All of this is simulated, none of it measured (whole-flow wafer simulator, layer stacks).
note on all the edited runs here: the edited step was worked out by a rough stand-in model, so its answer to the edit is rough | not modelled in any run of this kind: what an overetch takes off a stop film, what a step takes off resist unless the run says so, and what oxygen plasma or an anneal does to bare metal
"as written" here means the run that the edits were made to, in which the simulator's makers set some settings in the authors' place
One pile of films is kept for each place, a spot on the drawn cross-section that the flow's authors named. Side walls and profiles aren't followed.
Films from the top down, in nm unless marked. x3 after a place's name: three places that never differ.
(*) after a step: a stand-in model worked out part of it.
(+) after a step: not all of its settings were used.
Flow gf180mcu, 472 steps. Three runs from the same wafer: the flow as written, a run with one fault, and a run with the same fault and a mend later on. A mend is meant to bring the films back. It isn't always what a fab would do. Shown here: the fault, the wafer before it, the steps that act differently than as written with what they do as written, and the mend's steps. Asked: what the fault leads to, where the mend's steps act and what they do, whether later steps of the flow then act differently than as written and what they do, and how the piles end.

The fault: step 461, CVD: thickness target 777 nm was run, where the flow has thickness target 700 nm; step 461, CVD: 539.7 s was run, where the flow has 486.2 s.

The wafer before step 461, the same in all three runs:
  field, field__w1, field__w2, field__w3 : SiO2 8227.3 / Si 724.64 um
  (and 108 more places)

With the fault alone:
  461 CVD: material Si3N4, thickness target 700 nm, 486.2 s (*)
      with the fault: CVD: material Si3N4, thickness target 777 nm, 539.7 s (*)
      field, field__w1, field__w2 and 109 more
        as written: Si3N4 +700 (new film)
        with the fault: Si3N4 +777 (new film)
  Later steps of the flow that act differently than as written (5 more steps differ only slightly, by at most 2% or 0.5 nm, whichever is larger, and aren't shown):
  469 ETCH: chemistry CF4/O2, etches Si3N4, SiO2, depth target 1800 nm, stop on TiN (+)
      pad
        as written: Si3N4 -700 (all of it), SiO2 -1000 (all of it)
        with the fault: Si3N4 -777 (all of it), SiO2 -1000 (all of it)
  At the end the piles differ from the flow's by more than 2% or 0.5 nm, whichever is larger, at field, field__w1, field__w2 and 108 more.
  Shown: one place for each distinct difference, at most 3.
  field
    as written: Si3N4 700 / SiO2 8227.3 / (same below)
    with the fault: Si3N4 777 / SiO2 8227.3 / (same below)
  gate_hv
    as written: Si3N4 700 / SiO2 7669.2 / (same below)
    with the fault: Si3N4 777 / SiO2 7669.2 / (same below)
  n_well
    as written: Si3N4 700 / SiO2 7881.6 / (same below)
    with the fault: Si3N4 777 / SiO2 7881.6 / (same below)

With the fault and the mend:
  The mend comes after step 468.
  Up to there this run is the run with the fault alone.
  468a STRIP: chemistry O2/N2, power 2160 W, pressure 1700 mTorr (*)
      iso_ptap_pw, iso_ntap_nw, iso_nw_fld and 33 more
        i-line resist -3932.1 (all of it)
      p_well, sti, spacer, sd_n, mim_1p0, dice_street
        i-line resist -3938.3 (all of it)
      field__w2, field__w3, field__w6
        i-line resist -3987.2 (all of it)
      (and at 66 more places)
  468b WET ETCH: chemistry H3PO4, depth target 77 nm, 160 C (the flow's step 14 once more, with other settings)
      field, field__w1, field__w2 and 109 more
        Si3N4 -77
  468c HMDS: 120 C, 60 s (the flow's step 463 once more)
      changes no film at any place that is followed
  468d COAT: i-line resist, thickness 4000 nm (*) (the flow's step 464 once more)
      iso_ptap_pw, iso_ntap_nw, iso_nw_fld and 33 more
        i-line resist +4000 (new film)
      field__w5, field__w9, field__w11, field__w13, sd_p_hv, gate_p_hv, nplus_u, npoly_u
        i-line resist +4016.9 (new film)
      p_well, sti, spacer, sd_n, mim_1p0, dice_street
        i-line resist +4006.3 (new film)
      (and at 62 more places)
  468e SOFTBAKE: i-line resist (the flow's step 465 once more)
      field__w11, field__w13, mim, ppoly_u
        i-line resist +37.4
      field__w2, field_sub__w3, field_sub__w4
        i-line resist +33.2
      ld_acc_p, ld_fp_p
        i-line resist +33.6
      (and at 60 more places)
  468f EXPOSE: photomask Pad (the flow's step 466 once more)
      changes no film at any place that is followed
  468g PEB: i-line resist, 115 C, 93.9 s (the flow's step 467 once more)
      iso_ptap_pw, iso_ntap_nw, iso_nw_fld and 33 more
        i-line resist -67.9
      field, field__w2, field__w3 and 25 more
        i-line resist -68.8
      field_sub, field_sub__w1, field_sub__w2 and 23 more
        i-line resist -68.7
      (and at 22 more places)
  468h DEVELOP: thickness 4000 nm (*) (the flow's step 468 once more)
      field__w1, field__w2, field__w3 and 16 more
        i-line resist -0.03
      pad
        i-line resist -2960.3 (all of it)
  No later step of the flow acts differently than as written, at any place that is followed, by more than 2% or 0.5 nm, whichever is larger.
  At the end the piles are the same as the flow's at every place that both follow.
